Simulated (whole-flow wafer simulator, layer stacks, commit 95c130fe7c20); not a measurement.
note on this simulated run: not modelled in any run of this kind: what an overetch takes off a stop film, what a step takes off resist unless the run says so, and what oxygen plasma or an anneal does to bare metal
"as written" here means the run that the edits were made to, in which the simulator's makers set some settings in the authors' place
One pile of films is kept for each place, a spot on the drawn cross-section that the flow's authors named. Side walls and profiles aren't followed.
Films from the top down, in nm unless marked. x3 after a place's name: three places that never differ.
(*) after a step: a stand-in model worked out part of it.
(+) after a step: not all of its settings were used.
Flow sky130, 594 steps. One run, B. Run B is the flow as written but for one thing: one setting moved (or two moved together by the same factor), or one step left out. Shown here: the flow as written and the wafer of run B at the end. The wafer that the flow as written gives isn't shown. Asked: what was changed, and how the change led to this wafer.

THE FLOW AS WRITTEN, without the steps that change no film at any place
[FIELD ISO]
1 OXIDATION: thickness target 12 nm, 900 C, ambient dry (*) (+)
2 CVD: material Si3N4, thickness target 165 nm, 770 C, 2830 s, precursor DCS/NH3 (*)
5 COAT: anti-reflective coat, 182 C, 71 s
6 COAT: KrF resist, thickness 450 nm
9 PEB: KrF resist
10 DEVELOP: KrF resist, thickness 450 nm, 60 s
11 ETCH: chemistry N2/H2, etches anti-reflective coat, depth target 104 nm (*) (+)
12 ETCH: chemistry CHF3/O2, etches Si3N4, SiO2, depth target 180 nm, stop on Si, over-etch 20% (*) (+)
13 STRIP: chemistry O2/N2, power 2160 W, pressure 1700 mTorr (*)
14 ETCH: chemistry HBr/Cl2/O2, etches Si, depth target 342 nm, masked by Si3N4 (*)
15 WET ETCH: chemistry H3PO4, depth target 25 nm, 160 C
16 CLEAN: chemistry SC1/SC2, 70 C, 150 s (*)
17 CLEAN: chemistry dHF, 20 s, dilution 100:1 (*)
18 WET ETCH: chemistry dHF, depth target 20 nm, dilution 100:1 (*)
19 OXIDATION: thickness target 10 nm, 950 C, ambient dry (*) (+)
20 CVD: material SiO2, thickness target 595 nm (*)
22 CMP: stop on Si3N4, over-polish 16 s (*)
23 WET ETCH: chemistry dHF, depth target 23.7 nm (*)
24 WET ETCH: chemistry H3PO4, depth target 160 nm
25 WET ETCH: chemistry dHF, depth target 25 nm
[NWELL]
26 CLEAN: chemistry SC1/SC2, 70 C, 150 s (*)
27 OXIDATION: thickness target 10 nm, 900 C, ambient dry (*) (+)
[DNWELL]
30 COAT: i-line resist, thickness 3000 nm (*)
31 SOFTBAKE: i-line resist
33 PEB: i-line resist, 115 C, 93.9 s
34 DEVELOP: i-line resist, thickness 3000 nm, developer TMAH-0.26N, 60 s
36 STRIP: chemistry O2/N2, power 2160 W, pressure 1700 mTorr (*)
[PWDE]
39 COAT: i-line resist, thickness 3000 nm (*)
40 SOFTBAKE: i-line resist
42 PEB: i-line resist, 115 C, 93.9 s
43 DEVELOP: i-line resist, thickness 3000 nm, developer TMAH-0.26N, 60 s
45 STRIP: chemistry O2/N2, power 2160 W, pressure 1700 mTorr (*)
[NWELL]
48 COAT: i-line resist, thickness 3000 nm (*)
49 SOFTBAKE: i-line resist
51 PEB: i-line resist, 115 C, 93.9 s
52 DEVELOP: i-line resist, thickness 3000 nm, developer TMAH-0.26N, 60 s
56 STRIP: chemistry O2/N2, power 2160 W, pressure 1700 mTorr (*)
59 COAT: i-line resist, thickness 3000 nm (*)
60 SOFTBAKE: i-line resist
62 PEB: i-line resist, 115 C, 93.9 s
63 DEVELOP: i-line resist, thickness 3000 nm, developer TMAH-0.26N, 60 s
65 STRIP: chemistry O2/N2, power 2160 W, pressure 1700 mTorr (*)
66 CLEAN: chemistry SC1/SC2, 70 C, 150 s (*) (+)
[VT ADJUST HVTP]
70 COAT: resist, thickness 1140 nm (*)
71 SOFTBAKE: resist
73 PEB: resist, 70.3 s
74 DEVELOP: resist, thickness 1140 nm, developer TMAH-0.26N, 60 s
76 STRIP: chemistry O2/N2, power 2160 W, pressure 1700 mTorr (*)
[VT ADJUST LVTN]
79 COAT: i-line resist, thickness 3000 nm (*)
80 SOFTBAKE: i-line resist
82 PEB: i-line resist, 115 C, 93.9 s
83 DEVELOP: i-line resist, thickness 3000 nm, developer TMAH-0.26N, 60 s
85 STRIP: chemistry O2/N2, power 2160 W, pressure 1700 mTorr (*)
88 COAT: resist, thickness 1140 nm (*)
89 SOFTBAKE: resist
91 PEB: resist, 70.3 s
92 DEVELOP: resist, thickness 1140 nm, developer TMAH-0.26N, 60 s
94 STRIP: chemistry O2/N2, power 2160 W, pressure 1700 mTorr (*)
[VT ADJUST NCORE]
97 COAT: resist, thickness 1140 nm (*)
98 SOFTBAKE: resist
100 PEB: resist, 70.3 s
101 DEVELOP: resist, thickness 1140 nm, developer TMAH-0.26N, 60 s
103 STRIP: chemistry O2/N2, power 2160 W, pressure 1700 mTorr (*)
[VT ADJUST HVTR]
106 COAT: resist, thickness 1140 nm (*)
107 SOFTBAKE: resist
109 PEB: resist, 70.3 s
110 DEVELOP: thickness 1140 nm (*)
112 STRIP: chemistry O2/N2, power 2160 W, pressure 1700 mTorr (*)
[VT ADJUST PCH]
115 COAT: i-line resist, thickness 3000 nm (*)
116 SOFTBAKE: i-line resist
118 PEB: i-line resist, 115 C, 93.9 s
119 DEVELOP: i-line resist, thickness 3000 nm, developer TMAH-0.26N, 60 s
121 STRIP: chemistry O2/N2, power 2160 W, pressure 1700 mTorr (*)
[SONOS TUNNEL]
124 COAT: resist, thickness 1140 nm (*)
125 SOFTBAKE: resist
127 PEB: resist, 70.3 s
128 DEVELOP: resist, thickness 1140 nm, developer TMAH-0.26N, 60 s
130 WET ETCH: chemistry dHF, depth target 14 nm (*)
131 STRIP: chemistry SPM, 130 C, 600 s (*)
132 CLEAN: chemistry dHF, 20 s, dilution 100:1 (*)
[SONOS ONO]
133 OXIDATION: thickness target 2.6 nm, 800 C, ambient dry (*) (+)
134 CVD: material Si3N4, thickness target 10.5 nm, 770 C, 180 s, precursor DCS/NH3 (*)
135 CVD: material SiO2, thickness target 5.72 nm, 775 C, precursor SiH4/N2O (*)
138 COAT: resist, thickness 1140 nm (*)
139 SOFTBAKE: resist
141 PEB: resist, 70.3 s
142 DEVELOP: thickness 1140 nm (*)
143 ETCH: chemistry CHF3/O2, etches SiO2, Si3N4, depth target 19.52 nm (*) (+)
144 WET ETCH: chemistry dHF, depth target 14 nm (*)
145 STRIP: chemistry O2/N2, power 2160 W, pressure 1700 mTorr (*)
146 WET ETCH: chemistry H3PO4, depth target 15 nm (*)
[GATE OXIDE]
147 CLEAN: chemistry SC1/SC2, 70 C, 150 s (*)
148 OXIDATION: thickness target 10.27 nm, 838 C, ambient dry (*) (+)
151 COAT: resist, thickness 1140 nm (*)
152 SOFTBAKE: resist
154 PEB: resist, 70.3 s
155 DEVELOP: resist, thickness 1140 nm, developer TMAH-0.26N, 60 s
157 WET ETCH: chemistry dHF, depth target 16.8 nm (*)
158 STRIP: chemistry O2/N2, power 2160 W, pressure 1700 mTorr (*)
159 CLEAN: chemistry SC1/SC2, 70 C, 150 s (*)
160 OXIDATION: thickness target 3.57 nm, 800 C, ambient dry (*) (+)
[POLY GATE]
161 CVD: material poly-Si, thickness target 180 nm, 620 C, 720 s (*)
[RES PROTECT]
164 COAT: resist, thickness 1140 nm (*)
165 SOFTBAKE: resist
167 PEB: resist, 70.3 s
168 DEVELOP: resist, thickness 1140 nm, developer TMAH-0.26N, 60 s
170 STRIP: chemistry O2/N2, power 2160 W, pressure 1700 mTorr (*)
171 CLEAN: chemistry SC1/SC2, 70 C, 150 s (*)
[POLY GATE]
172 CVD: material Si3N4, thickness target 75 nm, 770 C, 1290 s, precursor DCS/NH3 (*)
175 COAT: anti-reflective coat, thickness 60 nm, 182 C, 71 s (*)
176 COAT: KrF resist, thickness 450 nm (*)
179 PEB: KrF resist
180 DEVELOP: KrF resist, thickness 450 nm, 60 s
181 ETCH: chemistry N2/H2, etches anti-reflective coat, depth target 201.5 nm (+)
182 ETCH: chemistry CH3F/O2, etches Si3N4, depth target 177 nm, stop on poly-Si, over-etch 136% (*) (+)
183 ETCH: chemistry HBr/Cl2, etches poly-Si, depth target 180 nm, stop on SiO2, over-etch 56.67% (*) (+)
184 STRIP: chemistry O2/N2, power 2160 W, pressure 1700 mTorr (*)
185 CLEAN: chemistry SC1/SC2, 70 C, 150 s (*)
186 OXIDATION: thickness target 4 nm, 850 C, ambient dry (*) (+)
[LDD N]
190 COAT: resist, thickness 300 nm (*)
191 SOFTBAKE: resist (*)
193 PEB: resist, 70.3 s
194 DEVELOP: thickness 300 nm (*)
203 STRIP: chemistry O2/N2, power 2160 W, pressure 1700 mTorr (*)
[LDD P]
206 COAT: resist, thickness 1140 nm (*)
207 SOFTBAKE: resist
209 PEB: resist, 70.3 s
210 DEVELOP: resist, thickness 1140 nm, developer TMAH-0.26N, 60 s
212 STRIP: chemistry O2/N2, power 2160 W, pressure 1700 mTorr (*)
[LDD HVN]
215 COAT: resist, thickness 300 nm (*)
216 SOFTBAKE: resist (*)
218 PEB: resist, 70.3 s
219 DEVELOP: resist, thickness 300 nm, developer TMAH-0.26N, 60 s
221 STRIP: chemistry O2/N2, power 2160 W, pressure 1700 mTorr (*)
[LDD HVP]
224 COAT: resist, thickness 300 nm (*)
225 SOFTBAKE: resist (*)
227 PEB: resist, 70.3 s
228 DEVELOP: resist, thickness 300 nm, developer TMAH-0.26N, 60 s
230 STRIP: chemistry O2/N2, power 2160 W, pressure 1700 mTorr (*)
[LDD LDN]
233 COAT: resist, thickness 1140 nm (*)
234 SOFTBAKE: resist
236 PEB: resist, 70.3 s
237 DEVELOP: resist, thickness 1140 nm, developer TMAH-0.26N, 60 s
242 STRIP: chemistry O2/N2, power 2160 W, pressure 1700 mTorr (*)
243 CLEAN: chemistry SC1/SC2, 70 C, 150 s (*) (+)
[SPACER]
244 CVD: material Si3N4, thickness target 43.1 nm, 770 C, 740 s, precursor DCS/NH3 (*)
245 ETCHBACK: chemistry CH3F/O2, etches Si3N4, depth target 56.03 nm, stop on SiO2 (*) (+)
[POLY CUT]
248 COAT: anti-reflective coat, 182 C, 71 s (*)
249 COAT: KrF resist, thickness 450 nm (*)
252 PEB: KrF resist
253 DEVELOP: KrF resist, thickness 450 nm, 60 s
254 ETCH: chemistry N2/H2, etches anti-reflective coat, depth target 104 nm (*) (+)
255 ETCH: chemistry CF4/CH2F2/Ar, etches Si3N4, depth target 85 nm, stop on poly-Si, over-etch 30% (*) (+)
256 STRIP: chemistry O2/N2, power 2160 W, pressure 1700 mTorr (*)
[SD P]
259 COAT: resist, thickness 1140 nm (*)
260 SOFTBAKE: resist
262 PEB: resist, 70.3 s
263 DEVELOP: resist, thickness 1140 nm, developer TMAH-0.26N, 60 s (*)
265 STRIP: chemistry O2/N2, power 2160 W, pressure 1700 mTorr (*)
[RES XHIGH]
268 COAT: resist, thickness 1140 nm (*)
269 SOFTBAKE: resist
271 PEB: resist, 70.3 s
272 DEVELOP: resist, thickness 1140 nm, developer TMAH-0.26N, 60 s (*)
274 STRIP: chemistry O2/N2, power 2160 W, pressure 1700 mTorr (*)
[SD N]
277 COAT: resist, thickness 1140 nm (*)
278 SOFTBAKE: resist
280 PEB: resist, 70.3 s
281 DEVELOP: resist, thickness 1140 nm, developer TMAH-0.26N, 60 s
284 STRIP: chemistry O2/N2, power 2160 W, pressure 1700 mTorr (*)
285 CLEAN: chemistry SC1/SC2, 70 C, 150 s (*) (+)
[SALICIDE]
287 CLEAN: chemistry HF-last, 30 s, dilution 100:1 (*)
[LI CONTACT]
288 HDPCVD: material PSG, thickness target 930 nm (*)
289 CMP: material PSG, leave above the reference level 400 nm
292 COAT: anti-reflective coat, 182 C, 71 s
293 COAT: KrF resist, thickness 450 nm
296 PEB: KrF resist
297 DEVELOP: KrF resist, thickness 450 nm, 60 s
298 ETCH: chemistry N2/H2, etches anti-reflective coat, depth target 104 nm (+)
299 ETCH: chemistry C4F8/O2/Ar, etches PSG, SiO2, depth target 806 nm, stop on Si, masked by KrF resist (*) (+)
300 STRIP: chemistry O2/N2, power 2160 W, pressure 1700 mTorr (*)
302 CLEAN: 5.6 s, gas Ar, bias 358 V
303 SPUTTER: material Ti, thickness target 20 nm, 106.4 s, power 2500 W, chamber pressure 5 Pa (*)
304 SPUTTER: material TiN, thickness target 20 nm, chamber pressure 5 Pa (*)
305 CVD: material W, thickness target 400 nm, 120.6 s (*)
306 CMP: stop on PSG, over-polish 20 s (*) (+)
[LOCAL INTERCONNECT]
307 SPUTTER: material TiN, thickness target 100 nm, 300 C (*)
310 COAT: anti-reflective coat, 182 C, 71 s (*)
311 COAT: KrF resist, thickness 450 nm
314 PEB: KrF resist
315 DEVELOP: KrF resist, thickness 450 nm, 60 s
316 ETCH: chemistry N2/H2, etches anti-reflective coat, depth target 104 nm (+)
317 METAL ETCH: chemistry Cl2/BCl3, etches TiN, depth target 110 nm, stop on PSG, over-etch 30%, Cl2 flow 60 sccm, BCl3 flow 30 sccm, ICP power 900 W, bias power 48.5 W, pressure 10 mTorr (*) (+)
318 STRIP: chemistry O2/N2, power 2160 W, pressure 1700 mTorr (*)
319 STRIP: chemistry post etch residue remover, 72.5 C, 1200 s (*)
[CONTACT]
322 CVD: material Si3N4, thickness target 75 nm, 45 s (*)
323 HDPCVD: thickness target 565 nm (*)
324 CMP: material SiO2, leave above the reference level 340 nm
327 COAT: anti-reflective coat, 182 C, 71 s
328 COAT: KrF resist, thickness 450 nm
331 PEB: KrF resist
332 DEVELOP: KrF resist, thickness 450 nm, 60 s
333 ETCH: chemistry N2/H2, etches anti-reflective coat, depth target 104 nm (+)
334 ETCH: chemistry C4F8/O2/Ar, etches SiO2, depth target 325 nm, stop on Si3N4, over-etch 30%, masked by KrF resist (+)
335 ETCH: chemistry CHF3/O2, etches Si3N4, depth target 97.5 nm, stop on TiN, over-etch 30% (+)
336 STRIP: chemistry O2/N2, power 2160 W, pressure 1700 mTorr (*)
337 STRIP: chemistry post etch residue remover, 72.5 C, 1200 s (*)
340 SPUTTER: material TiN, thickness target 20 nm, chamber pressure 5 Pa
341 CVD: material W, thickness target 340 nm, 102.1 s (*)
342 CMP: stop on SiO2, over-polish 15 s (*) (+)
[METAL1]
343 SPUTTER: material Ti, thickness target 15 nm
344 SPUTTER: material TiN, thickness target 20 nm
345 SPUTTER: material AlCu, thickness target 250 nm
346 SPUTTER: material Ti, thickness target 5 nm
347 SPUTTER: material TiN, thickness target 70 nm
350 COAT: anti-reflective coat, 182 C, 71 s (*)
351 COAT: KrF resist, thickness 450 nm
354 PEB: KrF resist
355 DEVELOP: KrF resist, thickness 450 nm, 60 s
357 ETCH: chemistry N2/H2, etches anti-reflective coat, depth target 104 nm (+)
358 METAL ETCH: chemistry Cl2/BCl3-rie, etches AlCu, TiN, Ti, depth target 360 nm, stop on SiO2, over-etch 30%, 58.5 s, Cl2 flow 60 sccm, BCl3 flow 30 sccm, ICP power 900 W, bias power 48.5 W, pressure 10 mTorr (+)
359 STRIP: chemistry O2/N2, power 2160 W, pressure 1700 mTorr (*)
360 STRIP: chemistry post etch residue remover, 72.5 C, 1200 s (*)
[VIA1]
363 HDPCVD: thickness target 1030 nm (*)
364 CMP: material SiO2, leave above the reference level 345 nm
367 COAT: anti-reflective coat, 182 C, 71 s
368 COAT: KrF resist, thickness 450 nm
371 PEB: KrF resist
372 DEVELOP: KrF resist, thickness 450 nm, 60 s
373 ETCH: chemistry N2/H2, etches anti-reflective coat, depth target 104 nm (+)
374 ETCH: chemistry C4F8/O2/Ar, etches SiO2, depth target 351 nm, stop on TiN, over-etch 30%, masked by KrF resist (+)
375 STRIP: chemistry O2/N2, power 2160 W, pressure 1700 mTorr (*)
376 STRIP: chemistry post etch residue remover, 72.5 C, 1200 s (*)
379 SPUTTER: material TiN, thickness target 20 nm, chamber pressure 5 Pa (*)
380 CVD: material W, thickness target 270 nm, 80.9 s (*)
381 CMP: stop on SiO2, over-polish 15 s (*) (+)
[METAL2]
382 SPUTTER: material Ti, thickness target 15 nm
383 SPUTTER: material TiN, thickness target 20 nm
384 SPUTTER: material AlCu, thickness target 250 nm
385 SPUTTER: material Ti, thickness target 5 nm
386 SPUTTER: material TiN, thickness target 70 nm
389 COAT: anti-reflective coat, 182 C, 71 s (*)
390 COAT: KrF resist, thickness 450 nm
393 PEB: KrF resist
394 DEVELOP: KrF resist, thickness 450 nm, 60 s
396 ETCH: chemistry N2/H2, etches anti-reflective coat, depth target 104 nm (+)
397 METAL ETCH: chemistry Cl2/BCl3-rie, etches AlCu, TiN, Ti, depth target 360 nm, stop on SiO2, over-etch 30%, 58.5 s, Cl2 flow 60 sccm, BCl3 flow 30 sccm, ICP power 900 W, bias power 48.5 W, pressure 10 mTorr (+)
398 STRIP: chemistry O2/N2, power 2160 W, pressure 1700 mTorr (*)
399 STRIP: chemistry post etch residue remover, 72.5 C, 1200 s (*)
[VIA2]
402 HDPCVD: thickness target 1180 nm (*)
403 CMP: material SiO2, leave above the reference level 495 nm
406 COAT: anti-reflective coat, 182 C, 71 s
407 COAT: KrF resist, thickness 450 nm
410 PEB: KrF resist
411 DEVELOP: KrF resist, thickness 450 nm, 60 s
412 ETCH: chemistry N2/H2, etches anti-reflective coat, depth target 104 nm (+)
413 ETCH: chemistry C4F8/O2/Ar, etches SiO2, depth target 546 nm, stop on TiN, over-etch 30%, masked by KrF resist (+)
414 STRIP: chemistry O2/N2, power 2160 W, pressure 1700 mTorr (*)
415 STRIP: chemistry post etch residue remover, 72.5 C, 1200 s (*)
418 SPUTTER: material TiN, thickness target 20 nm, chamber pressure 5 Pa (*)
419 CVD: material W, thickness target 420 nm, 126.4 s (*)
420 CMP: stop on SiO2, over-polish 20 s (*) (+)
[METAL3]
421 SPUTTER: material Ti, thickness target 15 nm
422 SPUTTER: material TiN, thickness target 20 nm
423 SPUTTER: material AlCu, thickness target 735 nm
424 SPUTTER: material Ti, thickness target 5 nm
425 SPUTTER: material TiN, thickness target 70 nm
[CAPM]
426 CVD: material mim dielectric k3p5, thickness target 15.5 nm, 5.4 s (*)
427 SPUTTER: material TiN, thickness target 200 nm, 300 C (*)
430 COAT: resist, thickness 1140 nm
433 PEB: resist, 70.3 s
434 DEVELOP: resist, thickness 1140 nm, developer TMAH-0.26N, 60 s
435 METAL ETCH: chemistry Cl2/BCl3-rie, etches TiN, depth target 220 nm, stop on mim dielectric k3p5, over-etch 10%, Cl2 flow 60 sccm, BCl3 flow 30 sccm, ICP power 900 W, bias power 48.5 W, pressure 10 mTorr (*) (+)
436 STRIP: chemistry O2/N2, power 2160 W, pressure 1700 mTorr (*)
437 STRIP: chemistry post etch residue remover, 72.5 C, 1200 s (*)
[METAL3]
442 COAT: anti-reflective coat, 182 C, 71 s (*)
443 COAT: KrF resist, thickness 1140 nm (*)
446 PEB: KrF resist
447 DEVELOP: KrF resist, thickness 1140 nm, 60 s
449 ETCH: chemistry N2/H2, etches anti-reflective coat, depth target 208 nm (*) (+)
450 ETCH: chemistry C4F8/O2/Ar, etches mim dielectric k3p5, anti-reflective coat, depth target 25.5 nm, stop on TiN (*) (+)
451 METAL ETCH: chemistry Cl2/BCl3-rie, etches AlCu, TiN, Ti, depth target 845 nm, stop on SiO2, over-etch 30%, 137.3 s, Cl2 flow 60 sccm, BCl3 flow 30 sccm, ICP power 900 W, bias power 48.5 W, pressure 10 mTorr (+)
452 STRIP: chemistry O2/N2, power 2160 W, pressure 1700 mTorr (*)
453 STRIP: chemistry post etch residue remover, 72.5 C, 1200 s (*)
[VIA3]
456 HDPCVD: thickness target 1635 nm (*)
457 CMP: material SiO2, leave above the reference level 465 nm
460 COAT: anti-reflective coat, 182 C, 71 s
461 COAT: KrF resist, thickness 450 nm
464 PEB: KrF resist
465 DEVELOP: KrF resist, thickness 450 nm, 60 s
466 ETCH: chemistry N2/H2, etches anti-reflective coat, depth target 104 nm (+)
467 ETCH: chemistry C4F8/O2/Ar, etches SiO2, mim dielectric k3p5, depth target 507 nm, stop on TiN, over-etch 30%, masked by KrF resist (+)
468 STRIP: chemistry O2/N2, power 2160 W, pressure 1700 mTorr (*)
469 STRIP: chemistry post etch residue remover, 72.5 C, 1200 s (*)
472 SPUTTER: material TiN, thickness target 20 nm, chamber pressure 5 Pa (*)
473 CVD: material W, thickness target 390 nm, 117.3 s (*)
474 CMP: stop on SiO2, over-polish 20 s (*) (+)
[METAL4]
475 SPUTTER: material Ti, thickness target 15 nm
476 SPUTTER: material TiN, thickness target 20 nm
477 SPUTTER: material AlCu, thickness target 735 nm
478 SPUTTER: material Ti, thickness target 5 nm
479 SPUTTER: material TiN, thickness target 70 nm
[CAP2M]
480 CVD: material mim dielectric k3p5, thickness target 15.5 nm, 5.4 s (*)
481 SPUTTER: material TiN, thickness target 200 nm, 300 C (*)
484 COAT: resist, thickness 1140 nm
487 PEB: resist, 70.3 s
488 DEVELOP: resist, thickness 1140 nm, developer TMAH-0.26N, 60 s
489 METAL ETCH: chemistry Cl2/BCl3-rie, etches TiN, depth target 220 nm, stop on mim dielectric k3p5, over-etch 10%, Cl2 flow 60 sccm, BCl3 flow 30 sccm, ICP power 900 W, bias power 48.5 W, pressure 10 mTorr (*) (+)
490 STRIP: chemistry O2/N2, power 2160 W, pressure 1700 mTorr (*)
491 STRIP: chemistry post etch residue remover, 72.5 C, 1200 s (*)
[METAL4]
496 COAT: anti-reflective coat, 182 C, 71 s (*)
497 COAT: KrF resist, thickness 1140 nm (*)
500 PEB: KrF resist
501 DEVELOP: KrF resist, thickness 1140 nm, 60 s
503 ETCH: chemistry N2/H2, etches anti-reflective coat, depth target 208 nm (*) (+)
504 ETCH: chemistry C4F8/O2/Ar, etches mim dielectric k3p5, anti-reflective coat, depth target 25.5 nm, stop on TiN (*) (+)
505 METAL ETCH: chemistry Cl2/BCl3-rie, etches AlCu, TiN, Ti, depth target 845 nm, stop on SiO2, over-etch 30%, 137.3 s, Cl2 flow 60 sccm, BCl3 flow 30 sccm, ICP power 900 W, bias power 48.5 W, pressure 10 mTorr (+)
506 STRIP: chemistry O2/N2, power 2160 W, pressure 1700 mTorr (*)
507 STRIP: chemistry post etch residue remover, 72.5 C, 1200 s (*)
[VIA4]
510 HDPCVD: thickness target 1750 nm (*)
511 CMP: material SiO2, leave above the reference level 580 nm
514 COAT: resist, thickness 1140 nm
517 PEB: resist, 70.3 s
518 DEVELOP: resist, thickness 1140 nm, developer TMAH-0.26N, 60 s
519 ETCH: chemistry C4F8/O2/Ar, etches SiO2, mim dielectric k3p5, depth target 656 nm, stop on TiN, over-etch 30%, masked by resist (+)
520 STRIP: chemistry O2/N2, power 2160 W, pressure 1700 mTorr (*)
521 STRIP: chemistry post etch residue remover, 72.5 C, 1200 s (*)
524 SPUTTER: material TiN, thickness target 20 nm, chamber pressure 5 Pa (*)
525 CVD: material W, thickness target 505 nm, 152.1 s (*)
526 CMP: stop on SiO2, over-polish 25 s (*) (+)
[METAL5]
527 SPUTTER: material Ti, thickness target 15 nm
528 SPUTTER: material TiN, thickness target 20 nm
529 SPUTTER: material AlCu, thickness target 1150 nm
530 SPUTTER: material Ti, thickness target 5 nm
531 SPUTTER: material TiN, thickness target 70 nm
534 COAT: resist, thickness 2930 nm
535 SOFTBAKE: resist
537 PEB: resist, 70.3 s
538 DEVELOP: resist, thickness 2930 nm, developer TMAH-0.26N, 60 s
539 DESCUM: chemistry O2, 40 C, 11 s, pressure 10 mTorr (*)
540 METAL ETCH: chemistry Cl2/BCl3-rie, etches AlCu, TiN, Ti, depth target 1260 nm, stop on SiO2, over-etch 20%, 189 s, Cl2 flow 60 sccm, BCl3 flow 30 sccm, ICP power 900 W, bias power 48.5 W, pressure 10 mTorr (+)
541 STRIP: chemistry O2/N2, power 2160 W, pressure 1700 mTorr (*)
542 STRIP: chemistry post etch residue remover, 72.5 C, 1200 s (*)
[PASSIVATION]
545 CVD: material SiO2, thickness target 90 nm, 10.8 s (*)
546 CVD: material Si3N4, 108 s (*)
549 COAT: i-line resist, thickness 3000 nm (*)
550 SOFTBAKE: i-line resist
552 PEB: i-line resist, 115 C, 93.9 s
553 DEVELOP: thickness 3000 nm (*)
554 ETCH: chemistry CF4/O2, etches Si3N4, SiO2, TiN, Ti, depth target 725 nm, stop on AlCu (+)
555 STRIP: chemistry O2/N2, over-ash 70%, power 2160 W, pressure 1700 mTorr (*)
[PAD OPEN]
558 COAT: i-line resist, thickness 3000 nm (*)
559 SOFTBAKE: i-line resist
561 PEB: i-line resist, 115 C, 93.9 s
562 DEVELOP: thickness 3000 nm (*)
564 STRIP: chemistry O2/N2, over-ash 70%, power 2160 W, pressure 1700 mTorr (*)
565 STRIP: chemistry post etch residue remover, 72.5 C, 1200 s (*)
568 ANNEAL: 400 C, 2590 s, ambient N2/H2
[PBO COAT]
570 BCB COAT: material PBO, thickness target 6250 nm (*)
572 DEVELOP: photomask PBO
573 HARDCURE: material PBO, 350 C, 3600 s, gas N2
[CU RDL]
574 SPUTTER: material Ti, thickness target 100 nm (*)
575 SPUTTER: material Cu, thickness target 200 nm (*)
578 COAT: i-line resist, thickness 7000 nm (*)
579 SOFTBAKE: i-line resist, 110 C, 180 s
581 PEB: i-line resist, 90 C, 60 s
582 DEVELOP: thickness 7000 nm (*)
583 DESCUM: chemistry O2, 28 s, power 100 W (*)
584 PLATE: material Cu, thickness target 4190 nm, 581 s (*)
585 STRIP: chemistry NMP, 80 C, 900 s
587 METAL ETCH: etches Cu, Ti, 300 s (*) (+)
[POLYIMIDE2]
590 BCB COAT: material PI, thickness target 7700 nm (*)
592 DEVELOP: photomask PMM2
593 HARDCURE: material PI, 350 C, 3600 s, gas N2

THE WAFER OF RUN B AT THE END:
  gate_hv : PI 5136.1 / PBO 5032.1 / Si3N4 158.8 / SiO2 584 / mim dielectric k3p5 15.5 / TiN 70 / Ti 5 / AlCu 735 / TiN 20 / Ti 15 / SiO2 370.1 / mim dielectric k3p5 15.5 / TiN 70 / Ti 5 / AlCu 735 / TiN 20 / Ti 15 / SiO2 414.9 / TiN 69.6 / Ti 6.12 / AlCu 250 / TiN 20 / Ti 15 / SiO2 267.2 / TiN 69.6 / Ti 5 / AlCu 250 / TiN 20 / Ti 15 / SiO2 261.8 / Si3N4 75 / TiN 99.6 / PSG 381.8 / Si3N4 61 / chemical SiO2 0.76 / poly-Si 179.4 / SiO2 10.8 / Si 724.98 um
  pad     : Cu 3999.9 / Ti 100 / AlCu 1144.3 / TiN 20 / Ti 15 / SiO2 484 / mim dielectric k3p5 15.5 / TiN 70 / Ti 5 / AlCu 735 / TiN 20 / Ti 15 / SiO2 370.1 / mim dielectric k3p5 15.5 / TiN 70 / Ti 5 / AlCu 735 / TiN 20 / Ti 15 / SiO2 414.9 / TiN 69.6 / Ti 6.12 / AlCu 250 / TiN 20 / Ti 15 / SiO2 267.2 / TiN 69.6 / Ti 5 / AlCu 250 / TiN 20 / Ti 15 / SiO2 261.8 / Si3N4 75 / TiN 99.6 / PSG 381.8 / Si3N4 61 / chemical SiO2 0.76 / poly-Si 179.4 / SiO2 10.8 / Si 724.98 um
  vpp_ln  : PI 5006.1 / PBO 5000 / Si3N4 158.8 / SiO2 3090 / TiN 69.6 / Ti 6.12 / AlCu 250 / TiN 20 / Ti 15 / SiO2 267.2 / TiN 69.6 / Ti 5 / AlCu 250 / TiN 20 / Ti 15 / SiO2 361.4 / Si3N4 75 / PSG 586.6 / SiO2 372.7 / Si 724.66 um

The cause: step 385, SPUTTER: thickness target 6.12 nm was run, where the flow has thickness target 5 nm.
It can be read off the wafer: gate_hv has Ti 6.12, and step 385 as written asks for 5 nm.

How the change led to this, step by step:
  385 SPUTTER: material Ti, thickness target 5 nm
      field, active, n_well and 188 more: Ti +6.12 (new film) (as written it would be: Ti +5 (new film))
  397 METAL ETCH: chemistry Cl2/BCl3-rie, etches AlCu, TiN, Ti, depth target 360 nm, stop on SiO2, over-etch 30%, 58.5 s, Cl2 flow 60 sccm, BCl3 flow 30 sccm, ICP power 900 W, bias power 48.5 W, pressure 10 mTorr (+)
      field, active, gate and 82 more: TiN -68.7 (all of it), Ti -6.12 (all of it), AlCu -250 (all of it), TiN -20 (all of it), Ti -15 (all of it), SiO2 -10.8 (as written it would be: TiN -68.7 (all of it), Ti -5 (all of it), AlCu -250 (all of it), TiN -20 (all of it), Ti -15 (all of it), SiO2 -10.9)
